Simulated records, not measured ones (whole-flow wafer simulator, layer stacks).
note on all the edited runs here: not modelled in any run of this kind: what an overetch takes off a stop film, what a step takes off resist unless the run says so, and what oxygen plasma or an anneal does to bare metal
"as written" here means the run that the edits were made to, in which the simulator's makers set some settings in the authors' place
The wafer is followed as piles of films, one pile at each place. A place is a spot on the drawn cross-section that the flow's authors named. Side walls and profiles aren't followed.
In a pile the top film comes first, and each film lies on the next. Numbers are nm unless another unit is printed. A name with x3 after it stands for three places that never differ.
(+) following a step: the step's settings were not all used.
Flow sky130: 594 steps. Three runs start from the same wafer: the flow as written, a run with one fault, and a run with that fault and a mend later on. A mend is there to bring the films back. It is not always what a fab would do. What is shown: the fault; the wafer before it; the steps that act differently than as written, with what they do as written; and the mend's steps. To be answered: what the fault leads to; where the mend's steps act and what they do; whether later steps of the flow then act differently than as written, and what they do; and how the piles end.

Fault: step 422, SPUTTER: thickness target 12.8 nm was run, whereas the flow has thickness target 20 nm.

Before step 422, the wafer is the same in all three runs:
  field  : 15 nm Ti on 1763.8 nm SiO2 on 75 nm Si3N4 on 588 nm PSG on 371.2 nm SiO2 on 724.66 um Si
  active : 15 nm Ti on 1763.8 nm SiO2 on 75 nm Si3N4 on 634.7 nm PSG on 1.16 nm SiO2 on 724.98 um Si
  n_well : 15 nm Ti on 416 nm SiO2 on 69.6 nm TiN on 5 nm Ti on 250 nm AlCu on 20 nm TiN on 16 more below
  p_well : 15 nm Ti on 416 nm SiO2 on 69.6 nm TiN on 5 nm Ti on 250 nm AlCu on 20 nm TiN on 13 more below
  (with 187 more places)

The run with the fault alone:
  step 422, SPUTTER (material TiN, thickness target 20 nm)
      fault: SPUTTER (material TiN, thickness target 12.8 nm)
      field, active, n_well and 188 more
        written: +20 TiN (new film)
        fault: +12.8 TiN (new film)
  Steps later in the flow that act otherwise than as written (19 other steps are not shown; they differ only slightly, by no more than 2% or 0.5 nm, whichever is larger):
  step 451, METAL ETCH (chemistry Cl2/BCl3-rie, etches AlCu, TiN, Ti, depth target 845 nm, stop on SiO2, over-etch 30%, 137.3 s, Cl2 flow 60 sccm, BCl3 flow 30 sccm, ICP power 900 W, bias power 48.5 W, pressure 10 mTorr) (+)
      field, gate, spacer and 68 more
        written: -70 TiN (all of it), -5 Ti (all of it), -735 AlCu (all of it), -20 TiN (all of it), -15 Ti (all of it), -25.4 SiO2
        fault: -70 TiN (all of it), -5 Ti (all of it), -735 AlCu (all of it), -12.8 TiN (all of it), -15 Ti (all of it), -26.1 SiO2
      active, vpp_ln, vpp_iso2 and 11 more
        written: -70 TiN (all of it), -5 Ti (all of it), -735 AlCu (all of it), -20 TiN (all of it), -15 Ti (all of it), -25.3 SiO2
        fault: -70 TiN (all of it), -5 Ti (all of it), -735 AlCu (all of it), -12.8 TiN (all of it), -15 Ti (all of it), -26.1 SiO2
  By the end, the piles at n_well, p_well, gate_hv and 104 more depart from the flow's by more than 2% or 0.5 nm, whichever is larger.
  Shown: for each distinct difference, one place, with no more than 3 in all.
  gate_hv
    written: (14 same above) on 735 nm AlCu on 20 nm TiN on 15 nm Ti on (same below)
    fault: (14 same above) on 735 nm AlCu on 12.8 nm TiN on 15 nm Ti on (same below)
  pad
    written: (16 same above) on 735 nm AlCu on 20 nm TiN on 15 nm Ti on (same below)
    fault: (16 same above) on 735 nm AlCu on 12.8 nm TiN on 15 nm Ti on (same below)
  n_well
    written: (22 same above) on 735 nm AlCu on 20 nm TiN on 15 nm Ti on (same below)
    fault: (22 same above) on 735 nm AlCu on 12.8 nm TiN on 15 nm Ti on (same below)

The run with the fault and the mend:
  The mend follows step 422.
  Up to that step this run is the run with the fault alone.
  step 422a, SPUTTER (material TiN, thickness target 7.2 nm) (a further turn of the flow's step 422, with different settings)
      field, active, n_well and 188 more
        +7.2 TiN
  Every later step of the flow that is run acts as written at every place that is followed.
  At every place that both follow, the piles at the end match the flow's.
